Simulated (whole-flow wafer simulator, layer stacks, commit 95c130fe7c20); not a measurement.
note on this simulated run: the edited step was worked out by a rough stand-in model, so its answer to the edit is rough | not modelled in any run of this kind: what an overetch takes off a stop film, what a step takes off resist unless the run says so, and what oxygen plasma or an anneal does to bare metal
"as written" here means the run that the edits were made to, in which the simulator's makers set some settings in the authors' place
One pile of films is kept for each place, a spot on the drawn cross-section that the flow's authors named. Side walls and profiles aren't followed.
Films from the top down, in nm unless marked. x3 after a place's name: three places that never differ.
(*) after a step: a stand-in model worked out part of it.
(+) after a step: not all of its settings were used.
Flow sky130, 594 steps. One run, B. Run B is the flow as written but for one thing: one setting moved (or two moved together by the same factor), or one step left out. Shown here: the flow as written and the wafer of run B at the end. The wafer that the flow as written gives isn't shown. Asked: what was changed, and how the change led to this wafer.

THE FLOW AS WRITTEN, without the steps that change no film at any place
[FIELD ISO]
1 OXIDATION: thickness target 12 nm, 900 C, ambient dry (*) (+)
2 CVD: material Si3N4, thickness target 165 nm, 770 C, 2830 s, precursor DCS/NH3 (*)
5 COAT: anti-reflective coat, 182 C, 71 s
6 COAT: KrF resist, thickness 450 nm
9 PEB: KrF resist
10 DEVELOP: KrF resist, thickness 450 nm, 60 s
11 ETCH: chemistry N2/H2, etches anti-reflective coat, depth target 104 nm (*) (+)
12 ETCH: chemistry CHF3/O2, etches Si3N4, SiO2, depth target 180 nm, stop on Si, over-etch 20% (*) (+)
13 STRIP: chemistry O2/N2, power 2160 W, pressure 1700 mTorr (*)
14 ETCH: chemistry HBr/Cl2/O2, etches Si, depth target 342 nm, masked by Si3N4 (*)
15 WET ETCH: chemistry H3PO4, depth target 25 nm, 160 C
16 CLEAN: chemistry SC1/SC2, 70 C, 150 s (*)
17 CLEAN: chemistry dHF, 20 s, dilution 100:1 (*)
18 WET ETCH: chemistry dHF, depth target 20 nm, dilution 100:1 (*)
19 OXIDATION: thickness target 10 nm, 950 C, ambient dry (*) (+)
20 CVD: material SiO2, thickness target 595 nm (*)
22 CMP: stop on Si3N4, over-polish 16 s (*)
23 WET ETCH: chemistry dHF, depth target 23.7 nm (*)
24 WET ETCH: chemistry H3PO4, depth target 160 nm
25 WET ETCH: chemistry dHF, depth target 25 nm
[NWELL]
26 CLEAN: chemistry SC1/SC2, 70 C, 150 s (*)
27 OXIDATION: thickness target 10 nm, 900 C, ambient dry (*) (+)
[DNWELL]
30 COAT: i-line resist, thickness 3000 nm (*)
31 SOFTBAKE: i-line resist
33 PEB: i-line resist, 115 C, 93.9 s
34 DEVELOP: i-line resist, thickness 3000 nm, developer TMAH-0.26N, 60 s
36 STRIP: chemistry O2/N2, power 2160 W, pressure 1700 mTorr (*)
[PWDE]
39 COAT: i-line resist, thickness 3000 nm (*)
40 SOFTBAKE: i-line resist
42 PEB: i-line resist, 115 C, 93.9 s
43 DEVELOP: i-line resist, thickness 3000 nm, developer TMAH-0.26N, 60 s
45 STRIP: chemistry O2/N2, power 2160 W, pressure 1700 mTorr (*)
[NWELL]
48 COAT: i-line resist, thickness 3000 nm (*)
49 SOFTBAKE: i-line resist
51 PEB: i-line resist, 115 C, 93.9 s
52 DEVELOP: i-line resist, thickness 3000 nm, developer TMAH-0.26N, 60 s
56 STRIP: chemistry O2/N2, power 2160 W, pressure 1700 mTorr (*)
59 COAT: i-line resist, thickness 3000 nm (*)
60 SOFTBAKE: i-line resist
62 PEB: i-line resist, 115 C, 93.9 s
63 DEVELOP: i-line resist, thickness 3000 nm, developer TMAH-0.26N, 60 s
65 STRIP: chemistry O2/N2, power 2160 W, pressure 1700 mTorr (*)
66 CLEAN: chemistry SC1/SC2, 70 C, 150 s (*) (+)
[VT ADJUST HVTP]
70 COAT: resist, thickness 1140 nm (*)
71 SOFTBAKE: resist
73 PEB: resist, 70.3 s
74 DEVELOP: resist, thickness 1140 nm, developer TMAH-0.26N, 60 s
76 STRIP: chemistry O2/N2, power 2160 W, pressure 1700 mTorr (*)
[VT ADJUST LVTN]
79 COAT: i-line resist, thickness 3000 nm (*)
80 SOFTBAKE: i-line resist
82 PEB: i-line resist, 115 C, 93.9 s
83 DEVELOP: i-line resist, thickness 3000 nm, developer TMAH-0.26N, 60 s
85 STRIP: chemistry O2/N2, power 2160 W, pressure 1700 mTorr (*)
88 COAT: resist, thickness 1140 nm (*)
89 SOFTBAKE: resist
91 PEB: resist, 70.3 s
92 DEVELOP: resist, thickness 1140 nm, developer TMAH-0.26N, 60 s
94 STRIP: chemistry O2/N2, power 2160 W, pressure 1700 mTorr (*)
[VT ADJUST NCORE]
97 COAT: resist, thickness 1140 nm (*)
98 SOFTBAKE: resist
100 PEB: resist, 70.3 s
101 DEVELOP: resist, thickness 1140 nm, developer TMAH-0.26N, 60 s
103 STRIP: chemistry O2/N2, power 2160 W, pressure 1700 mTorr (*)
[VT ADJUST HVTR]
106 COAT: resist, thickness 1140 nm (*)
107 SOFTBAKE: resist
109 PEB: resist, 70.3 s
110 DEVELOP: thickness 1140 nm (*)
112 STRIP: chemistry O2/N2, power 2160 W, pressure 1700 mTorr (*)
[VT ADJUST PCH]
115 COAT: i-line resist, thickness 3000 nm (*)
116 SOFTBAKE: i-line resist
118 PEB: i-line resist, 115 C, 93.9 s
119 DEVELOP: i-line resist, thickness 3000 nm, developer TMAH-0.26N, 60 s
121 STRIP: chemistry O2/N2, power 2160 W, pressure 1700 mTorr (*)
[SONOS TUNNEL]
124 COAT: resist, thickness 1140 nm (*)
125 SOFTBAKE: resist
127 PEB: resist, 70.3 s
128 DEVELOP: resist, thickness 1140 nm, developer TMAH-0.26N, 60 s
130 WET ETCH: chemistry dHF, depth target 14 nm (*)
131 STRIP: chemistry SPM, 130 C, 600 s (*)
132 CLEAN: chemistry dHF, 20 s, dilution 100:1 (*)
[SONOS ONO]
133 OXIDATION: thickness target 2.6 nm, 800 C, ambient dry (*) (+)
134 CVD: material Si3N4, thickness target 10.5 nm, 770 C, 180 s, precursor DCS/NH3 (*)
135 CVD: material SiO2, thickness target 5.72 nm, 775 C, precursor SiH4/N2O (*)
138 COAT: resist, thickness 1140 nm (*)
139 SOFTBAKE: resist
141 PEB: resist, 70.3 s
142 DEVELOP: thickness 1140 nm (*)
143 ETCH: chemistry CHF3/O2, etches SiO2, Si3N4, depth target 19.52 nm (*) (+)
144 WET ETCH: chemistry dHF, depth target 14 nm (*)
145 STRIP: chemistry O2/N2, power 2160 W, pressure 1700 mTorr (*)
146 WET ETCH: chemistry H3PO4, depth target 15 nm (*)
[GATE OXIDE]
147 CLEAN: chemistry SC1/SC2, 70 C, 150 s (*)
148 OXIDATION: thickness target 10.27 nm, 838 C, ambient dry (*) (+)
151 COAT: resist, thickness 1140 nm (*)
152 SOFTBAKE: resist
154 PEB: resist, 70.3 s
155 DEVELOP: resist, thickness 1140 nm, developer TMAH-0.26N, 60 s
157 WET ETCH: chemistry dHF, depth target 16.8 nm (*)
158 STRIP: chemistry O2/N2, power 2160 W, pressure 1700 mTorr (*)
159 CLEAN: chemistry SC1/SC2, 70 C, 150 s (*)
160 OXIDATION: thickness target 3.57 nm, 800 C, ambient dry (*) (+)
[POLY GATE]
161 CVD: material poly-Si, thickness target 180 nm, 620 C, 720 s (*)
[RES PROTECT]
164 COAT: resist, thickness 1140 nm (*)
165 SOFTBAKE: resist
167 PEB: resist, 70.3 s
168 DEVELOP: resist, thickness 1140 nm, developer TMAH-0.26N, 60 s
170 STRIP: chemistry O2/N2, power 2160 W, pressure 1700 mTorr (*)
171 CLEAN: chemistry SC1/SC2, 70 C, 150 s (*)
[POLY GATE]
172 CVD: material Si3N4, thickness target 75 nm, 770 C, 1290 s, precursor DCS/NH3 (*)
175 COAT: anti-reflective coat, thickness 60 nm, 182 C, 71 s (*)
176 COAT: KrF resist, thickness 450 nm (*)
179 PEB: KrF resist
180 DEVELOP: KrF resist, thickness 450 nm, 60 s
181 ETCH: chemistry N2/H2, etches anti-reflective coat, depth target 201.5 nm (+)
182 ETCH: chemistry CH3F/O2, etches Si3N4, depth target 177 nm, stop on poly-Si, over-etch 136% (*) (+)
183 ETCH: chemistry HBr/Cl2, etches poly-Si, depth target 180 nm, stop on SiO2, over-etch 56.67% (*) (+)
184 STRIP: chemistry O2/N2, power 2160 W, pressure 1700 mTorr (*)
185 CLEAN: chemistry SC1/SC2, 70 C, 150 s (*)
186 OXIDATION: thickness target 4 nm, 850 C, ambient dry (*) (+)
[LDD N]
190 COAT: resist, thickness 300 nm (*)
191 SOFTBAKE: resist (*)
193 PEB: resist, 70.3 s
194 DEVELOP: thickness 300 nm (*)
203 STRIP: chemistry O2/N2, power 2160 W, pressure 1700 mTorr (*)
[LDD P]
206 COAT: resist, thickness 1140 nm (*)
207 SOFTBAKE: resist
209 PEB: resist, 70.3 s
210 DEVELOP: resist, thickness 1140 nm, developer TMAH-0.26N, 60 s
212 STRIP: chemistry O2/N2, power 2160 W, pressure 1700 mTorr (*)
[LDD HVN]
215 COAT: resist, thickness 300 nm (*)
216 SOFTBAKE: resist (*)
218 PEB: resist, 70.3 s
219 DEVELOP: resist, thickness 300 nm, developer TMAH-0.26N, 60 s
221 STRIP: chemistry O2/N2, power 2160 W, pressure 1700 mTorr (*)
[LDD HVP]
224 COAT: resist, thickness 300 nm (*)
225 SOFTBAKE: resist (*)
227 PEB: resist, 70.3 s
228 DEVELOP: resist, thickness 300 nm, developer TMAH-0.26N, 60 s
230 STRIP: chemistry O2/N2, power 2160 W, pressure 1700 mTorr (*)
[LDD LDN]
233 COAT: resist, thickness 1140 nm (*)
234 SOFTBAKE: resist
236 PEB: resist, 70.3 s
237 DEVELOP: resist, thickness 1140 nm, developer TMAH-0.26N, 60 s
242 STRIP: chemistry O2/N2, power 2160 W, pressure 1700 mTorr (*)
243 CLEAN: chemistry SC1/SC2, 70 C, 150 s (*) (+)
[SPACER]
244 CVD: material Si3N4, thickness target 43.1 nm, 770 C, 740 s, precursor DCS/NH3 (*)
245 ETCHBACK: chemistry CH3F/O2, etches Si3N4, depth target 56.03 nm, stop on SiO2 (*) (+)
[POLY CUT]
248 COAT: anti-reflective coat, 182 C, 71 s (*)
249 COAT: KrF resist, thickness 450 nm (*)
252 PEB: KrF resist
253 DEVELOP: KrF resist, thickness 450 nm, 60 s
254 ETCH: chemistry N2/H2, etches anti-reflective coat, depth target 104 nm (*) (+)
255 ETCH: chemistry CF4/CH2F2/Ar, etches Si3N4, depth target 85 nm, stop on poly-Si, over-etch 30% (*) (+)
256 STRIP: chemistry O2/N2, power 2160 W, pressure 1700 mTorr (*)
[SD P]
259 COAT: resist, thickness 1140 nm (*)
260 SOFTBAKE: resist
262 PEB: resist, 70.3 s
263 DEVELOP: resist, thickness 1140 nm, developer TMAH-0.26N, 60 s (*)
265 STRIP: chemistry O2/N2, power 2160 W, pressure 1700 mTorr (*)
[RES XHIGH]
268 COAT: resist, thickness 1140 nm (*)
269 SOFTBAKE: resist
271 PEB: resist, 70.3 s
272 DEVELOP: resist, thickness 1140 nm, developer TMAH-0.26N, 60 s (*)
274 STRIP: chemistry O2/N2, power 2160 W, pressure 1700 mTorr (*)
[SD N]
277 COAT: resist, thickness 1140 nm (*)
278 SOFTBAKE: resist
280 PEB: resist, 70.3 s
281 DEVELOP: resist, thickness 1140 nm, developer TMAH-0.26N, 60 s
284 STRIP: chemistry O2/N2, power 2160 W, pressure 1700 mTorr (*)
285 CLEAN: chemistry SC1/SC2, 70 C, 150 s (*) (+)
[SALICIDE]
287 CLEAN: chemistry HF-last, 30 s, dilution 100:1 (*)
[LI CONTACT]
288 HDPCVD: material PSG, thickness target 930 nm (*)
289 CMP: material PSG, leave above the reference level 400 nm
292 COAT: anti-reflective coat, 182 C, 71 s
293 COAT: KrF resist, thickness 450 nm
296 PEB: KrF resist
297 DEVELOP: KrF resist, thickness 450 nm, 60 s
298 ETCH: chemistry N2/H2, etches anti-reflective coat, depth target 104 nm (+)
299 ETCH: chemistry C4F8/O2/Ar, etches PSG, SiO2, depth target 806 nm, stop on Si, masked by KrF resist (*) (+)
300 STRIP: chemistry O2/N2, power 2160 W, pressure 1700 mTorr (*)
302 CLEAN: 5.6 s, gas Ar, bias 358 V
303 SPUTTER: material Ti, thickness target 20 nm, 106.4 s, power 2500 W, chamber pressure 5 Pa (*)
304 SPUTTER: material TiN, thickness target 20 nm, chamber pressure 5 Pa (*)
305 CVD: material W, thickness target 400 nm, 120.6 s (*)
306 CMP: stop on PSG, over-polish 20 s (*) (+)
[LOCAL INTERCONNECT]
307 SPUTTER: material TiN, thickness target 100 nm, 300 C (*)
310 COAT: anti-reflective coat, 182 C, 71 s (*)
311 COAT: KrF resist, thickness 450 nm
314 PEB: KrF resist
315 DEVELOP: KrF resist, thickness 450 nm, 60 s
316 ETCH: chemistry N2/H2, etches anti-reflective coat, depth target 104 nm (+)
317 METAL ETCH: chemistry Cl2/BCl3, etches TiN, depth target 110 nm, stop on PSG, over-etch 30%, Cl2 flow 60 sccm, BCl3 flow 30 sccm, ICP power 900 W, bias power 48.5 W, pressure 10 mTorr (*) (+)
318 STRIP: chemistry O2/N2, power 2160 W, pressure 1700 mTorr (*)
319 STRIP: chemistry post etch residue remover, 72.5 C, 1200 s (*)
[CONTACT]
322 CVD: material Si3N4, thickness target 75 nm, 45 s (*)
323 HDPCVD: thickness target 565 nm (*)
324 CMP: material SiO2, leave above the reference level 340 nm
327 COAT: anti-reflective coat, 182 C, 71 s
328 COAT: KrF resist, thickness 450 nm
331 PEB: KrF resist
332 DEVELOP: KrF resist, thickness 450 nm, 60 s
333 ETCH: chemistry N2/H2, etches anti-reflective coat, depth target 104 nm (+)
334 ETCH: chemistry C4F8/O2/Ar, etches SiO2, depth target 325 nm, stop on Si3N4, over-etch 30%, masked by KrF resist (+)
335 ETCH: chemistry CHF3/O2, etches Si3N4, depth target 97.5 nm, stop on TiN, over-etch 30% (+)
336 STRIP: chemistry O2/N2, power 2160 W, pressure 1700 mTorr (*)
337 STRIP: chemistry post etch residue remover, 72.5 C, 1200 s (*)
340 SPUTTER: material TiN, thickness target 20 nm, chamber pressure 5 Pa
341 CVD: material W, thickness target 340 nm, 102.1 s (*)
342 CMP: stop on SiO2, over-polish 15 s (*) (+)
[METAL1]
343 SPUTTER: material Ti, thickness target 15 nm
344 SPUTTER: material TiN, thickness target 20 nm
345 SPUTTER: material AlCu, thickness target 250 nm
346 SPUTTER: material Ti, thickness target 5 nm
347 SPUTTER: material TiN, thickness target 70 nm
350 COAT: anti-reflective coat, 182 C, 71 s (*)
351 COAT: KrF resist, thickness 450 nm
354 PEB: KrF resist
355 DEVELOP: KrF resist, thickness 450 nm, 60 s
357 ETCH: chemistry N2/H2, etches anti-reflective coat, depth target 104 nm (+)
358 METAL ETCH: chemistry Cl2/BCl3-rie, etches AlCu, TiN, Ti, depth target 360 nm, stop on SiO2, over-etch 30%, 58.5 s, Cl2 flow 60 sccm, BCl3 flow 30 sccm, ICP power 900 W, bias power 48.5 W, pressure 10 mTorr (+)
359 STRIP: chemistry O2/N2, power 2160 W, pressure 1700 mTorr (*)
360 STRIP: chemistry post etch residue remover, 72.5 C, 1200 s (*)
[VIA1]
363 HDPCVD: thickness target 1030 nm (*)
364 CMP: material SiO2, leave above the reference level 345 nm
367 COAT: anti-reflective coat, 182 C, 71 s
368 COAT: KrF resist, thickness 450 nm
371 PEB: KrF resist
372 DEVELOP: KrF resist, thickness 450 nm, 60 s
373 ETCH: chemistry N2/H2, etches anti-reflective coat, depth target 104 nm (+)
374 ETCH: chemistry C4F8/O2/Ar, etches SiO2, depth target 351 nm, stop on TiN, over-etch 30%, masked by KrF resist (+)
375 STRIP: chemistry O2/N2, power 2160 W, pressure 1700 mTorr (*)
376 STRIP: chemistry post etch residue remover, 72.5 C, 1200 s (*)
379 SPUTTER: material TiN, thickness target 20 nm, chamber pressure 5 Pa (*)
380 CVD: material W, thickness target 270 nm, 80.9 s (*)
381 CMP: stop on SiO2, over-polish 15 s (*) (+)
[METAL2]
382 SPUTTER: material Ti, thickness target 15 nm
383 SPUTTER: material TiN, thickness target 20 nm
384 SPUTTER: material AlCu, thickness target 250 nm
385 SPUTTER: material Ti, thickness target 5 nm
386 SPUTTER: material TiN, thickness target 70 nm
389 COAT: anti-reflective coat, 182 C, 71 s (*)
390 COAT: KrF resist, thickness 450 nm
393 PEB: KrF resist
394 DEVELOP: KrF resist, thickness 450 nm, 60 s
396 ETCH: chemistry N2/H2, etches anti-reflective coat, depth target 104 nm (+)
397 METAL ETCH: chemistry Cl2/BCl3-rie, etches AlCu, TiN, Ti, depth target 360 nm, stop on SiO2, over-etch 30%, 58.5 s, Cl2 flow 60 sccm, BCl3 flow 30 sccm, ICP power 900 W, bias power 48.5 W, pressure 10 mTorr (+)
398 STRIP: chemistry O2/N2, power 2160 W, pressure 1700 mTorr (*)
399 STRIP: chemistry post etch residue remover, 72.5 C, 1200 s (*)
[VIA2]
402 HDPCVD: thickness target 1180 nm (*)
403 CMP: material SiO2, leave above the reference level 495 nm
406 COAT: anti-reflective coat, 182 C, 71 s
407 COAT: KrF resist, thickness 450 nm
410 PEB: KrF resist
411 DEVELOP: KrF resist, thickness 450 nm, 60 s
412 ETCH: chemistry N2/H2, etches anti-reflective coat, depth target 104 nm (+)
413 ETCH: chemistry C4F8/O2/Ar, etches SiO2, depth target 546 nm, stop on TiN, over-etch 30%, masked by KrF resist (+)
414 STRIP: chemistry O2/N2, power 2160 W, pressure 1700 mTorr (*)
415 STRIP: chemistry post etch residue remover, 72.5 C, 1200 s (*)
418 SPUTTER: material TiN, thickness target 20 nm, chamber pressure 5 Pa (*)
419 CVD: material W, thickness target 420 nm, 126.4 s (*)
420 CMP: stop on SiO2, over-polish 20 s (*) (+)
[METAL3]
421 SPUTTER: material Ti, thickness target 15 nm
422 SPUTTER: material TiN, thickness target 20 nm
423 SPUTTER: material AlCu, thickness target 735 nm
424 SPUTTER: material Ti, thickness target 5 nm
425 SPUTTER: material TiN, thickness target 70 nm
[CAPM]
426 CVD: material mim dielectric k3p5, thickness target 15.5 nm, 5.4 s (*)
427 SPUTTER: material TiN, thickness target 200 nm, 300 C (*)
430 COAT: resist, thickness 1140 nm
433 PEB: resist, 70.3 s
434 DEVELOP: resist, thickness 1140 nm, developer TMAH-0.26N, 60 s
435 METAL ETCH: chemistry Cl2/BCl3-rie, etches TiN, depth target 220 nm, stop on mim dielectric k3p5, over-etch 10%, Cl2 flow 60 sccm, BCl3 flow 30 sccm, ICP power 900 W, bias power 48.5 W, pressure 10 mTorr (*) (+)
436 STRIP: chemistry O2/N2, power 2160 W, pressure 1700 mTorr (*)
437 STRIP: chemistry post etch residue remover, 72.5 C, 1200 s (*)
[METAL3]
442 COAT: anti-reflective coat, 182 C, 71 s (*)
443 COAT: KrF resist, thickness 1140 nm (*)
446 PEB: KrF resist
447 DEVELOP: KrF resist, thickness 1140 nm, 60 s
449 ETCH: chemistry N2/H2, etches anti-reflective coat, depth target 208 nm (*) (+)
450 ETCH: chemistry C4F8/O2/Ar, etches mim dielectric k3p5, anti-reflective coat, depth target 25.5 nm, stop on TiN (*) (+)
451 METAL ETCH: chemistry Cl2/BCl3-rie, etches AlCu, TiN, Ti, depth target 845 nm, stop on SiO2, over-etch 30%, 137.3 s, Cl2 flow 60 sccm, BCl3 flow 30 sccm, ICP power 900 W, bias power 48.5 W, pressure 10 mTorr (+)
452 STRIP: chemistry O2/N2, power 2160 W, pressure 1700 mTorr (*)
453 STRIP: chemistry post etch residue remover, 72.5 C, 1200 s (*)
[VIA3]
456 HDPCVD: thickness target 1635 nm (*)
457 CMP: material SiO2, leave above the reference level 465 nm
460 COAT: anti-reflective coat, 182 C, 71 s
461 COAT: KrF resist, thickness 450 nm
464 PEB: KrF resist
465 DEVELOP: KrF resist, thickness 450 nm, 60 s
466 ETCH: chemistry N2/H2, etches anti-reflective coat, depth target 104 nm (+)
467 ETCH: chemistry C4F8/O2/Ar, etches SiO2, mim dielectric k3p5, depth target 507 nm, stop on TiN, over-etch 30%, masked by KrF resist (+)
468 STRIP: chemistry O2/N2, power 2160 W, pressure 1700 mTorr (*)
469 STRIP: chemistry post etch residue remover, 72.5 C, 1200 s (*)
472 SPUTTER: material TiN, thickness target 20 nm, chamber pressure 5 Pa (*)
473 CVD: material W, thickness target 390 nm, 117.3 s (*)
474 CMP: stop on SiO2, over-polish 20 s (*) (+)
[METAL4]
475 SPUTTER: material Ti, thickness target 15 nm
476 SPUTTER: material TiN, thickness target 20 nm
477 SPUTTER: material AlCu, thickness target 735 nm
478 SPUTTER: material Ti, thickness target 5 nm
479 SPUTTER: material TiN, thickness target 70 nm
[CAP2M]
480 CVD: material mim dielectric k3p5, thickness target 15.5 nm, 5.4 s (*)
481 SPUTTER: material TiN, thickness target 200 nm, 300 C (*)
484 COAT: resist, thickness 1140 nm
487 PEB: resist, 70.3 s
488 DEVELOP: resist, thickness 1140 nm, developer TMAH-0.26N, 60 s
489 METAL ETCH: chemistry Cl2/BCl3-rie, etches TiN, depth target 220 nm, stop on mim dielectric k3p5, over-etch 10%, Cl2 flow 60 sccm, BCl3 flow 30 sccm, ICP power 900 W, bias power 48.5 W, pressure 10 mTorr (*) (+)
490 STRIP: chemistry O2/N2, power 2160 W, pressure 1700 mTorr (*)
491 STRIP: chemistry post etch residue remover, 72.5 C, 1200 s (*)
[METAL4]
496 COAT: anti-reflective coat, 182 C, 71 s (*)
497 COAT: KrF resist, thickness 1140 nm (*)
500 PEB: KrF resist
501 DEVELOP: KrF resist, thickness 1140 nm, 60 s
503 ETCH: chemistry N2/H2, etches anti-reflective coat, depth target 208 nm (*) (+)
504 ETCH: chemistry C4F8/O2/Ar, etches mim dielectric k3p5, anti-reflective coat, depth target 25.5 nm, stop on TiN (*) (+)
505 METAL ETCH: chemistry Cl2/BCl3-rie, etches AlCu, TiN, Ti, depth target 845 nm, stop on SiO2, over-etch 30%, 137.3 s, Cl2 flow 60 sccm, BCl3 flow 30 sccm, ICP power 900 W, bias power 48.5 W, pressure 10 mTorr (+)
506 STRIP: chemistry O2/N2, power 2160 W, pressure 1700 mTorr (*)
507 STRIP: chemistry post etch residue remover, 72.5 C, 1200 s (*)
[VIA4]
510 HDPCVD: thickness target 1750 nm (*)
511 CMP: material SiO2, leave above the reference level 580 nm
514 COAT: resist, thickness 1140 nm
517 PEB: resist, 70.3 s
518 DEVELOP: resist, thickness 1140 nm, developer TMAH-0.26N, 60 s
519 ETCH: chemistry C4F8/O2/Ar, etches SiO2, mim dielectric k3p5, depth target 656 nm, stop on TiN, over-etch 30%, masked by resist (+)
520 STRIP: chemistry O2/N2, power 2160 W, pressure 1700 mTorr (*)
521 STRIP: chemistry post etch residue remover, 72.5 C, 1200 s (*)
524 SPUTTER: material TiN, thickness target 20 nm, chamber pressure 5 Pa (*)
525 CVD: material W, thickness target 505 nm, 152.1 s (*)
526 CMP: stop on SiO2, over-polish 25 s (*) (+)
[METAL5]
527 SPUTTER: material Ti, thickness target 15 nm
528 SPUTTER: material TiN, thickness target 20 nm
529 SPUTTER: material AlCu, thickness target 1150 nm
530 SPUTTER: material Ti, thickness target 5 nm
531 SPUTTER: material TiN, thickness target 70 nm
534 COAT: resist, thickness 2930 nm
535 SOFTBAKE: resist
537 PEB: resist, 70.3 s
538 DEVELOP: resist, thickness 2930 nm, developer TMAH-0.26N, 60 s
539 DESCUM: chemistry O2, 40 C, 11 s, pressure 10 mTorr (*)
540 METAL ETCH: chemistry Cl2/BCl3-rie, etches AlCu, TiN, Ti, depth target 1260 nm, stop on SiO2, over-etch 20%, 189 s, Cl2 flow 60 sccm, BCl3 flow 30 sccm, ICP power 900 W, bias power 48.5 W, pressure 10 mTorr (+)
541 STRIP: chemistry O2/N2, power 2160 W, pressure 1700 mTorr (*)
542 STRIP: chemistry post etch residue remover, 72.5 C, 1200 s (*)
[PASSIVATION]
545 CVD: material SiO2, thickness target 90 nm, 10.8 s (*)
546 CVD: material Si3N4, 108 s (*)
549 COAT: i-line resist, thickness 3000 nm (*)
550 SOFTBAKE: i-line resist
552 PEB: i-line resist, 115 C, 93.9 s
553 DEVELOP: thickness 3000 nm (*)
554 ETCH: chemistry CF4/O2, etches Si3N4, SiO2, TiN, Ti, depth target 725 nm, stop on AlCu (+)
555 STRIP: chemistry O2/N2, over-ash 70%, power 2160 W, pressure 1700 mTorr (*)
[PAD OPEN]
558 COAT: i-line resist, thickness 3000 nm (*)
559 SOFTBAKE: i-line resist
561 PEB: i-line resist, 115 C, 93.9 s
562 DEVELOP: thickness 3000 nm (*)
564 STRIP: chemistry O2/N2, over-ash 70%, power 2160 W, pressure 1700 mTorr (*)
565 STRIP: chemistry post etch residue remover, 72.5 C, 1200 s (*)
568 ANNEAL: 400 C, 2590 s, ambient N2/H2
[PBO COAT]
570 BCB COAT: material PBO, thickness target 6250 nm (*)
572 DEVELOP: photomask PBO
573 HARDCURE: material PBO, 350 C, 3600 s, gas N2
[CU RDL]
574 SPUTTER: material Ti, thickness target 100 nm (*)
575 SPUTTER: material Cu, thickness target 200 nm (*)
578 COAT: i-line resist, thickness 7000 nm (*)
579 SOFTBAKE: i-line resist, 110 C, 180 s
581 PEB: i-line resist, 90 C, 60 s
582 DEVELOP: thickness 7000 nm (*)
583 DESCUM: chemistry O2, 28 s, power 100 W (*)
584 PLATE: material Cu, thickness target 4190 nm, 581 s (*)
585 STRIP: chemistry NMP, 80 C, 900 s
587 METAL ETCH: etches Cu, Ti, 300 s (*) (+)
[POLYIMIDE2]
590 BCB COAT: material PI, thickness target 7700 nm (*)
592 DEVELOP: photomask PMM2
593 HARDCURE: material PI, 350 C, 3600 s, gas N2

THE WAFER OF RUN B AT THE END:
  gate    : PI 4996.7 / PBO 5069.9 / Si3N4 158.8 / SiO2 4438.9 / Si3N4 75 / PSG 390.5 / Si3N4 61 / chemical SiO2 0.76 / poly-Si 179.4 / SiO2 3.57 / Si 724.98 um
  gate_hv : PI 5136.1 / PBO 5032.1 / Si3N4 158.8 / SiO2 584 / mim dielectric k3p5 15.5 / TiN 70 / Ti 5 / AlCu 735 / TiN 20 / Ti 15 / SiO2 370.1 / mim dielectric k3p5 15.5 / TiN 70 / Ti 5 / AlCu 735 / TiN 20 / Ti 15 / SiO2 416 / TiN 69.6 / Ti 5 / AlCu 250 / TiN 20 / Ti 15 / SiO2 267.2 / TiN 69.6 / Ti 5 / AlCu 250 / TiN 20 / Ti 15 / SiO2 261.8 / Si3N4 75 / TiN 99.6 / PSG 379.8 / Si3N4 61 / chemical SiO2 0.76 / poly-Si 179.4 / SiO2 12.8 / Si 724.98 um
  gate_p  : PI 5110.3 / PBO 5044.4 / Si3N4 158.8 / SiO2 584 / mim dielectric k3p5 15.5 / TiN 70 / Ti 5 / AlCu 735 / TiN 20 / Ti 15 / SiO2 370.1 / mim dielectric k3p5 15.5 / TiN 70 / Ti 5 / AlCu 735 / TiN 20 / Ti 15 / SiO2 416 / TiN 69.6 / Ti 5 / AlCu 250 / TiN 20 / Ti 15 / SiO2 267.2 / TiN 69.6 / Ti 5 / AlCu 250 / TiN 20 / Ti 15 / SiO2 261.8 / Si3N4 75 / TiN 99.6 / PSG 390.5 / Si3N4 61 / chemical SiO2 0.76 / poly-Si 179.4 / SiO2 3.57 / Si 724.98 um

The cause: step 148, OXIDATION: thickness target 12.32 nm was run, where the flow has thickness target 10.27 nm.

How the change led to this, step by step:
  148 OXIDATION: thickness target 10.27 nm, 838 C, ambient dry (*) (+)
      active, n_well, p_well and 98 more: SiO2 +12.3 (new film), chemical SiO2 -0.76 (all of it), Si -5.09 (as written it would be: SiO2 +10.3 (new film), chemical SiO2 -0.76 (all of it), Si -4.18)
  157 WET ETCH: chemistry dHF, depth target 16.8 nm (*)
      active, n_well, p_well and 58 more: SiO2 -12.3 (all of it) (as written it would be: SiO2 -10.3 (all of it))
  175 COAT: anti-reflective coat, thickness 60 nm, 182 C, 71 s (*)
      zvt_fox: anti-reflective coat +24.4 (new film) (as written it would be: anti-reflective coat +23.8 (new film))
  181 ETCH: chemistry N2/H2, etches anti-reflective coat, depth target 201.5 nm (+)
      zvt_fox: anti-reflective coat -24.4 (all of it), Si3N4 -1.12 (as written it would be: anti-reflective coat -23.8 (all of it), Si3N4 -1.14)
  248 COAT: anti-reflective coat, 182 C, 71 s (*)
      m1: anti-reflective coat +15.7 (new film) (as written it would be: anti-reflective coat +16.3 (new film))
      gate_p_hv: anti-reflective coat +15.2 (new film) (as written it would be: anti-reflective coat +15.8 (new film))
      (and at 1 more place)
  256 STRIP: chemistry O2/N2, power 2160 W, pressure 1700 mTorr (*)
      m1: KrF resist -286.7 (all of it), anti-reflective coat -15.7 (all of it) (as written it would be: KrF resist -287.2 (all of it), anti-reflective coat -16.3 (all of it))
      gate_p_hv: KrF resist -328.6 (all of it), anti-reflective coat -15.2 (all of it) (as written it would be: KrF resist -328.9 (all of it), anti-reflective coat -15.8 (all of it))
      (and at 1 more place)
  306 CMP: stop on PSG, over-polish 20 s (*) (+)
      poly_licon: W -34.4 (as written it would be: W -33.3)
